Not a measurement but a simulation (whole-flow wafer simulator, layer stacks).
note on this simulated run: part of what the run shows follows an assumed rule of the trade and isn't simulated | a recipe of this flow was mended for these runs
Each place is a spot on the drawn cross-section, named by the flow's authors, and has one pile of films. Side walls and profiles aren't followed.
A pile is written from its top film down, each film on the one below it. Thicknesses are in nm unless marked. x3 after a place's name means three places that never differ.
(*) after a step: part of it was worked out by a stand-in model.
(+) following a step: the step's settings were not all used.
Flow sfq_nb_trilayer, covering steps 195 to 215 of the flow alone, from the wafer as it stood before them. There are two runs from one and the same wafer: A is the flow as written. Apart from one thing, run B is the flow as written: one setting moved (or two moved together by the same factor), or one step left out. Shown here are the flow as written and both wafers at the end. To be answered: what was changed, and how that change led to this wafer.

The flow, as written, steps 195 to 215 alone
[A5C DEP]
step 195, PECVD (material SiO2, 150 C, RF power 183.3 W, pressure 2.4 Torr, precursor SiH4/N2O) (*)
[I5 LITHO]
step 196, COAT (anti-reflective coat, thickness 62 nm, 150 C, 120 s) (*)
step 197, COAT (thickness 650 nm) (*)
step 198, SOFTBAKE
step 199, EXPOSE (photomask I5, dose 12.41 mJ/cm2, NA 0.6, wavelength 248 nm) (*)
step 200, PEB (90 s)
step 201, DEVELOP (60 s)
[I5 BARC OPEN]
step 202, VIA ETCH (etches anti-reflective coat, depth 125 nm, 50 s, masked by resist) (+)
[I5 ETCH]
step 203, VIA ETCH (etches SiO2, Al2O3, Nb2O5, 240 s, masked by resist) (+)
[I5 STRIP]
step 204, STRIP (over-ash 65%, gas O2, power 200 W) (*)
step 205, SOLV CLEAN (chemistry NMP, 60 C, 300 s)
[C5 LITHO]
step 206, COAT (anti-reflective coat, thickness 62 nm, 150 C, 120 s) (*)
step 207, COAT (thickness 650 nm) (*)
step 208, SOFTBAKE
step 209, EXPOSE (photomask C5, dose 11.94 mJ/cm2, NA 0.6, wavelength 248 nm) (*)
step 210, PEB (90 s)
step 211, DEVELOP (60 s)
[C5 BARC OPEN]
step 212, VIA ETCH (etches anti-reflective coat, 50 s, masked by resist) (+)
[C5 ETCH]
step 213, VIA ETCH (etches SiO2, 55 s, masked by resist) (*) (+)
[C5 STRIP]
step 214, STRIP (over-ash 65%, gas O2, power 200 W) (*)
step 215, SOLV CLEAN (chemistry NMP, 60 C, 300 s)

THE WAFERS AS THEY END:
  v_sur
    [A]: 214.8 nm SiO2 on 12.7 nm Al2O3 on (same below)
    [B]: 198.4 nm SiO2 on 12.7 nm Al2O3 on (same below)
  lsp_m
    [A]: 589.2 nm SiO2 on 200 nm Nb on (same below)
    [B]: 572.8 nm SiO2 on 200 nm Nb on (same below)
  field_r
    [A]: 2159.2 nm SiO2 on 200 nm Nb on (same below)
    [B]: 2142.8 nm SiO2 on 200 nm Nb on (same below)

Cause: step 195, PECVD: RF power 118.7 W was run, though the flow has RF power 183.3 W.

Step by step, how the change led to this:
  step 195, PECVD (material SiO2, 150 C, RF power 183.3 W, pressure 2.4 Torr, precursor SiH4/N2O) (*)
      field_l, v_sur, via_wl and 92 more: A +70 SiO2 | B +53.6 SiO2
      ce_l, c5j, ce_r and 8 more: A +70 SiO2 (new film) | B +53.6 SiO2 (new film)
  step 203, VIA ETCH (etches SiO2, Al2O3, Nb2O5, 240 s, masked by resist) (+)
      be: A -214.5 SiO2 (all of it), -12.7 Al2O3 (all of it), -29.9 Nb2O5 (all of it), -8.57 Nb | B -198.1 SiO2 (all of it), -12.7 Al2O3 (all of it), -29.9 Nb2O5 (all of it), -9.94 Nb
  step 213, VIA ETCH (etches SiO2, 55 s, masked by resist) (*) (+)
      c5j: A -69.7 SiO2 (all of it), -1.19 Nb | B -53.3 SiO2 (all of it), -2.56 Nb
      res: A -69.7 SiO2 (all of it), -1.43 Ti | B -53.3 SiO2 (all of it), -3.07 Ti
